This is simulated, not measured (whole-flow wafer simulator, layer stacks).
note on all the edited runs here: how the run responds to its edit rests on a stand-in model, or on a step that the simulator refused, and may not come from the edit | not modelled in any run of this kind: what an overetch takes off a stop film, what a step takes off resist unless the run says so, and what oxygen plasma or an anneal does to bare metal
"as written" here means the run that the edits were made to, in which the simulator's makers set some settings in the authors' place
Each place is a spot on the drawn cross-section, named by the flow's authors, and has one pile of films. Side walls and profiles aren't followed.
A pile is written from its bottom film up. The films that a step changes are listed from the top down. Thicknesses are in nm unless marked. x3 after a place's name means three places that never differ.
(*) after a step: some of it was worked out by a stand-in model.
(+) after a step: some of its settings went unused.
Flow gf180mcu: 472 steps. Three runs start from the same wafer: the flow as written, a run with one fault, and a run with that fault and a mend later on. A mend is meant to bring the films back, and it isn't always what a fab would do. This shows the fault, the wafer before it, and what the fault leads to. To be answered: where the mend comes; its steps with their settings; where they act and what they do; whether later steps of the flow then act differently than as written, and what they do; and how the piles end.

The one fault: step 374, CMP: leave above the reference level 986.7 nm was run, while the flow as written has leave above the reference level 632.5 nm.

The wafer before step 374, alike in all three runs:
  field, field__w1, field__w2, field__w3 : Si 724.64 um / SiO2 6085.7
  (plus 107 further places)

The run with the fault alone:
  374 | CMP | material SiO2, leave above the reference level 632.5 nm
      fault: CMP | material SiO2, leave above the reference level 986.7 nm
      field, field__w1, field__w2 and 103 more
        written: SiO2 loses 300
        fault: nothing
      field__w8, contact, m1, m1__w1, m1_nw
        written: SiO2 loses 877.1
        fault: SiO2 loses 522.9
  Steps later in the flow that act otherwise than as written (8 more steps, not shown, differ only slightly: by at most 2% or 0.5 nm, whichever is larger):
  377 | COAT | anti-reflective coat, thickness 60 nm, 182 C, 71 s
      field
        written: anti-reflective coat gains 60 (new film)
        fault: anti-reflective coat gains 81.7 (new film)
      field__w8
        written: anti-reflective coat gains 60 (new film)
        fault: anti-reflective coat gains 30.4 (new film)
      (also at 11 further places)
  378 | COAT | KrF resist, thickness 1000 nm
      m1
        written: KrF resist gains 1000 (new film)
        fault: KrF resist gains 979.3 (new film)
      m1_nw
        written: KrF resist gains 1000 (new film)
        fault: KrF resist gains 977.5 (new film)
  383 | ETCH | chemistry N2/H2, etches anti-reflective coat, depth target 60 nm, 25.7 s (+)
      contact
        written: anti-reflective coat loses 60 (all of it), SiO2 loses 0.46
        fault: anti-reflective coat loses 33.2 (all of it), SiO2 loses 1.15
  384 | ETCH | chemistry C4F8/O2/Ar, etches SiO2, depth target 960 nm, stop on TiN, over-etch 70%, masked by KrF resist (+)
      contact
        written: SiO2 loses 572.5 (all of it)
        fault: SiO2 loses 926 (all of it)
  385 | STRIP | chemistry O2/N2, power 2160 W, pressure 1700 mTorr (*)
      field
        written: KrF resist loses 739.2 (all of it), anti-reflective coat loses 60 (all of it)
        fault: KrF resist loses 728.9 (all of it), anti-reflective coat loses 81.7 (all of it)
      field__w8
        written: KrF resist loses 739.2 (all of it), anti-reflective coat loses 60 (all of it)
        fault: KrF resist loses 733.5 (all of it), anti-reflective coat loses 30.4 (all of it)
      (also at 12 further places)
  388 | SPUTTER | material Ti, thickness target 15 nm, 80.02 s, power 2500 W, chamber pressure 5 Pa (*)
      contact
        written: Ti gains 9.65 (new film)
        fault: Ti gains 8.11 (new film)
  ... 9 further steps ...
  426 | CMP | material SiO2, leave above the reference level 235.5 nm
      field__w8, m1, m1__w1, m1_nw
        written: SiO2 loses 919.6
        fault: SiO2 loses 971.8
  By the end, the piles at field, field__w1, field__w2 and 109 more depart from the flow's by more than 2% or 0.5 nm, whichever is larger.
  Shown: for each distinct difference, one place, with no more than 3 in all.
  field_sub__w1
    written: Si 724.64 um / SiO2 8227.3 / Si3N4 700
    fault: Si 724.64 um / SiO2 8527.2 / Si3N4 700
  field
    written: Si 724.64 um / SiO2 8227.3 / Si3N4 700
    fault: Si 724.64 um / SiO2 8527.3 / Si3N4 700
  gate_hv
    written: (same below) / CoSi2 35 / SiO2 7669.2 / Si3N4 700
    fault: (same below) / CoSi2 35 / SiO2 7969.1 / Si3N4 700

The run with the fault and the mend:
  The mend follows step 382.
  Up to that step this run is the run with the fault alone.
  382a | STRIP | chemistry O2/N2, power 2160 W, pressure 1700 mTorr (*)
      iso_ptap_pw, iso_ntap_nw, iso_nw_fld and 33 more
        KrF resist loses 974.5 (all of it), anti-reflective coat loses 60 (all of it)
      field__w7, field__w11, field__w12 and 7 more
        KrF resist loses 975.1 (all of it), anti-reflective coat loses 60.2 (all of it)
      field_sub, field_sub__w1, field_sub__w3 and 7 more
        KrF resist loses 975 (all of it), anti-reflective coat loses 60.2 (all of it)
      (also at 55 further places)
  382b | CMP | material SiO2, leave above the reference level 632.5 nm (the flow's step 374, run once more)
      field, field__w1, field__w2 and 103 more
        SiO2 loses 300
      field__w8, contact, m1, m1__w1, m1_nw
        SiO2 loses 354.2
  382c | HMDS | 120 C, 60 s (the flow's step 376, run once more)
      does not change any film at any place that is followed
  382d | COAT | anti-reflective coat, thickness 60 nm, 182 C, 71 s (the flow's step 377, run once more)
      field, field__w1, field__w2 and 108 more
        anti-reflective coat gains 60 (new film)
  382e | COAT | KrF resist, thickness 1000 nm (the flow's step 378, run once more)
      field, field__w1, field__w2 and 108 more
        KrF resist gains 1000 (new film)
  382f | SOFTBAKE | KrF resist (the flow's step 379, run once more)
      does not change any film at any place that is followed
  382g | EXPOSE | photomask Via4 (the flow's step 380, run once more)
      does not change any film at any place that is followed
  382h | PEB | KrF resist, 135 C, 90 s (the flow's step 381, run once more)
      field, field__w1, field__w2 and 108 more
        KrF resist loses 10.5
  382i | DEVELOP | KrF resist, thickness 1000 nm, 60 s (the flow's step 382, run once more)
      field, field__w1, field__w2 and 107 more
        KrF resist loses 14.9
      contact
        KrF resist loses 989.5 (all of it)
  Every later step of the flow that is run acts as written at every place that is followed.
  By the end, the piles equal the flow's at every place that both follow.
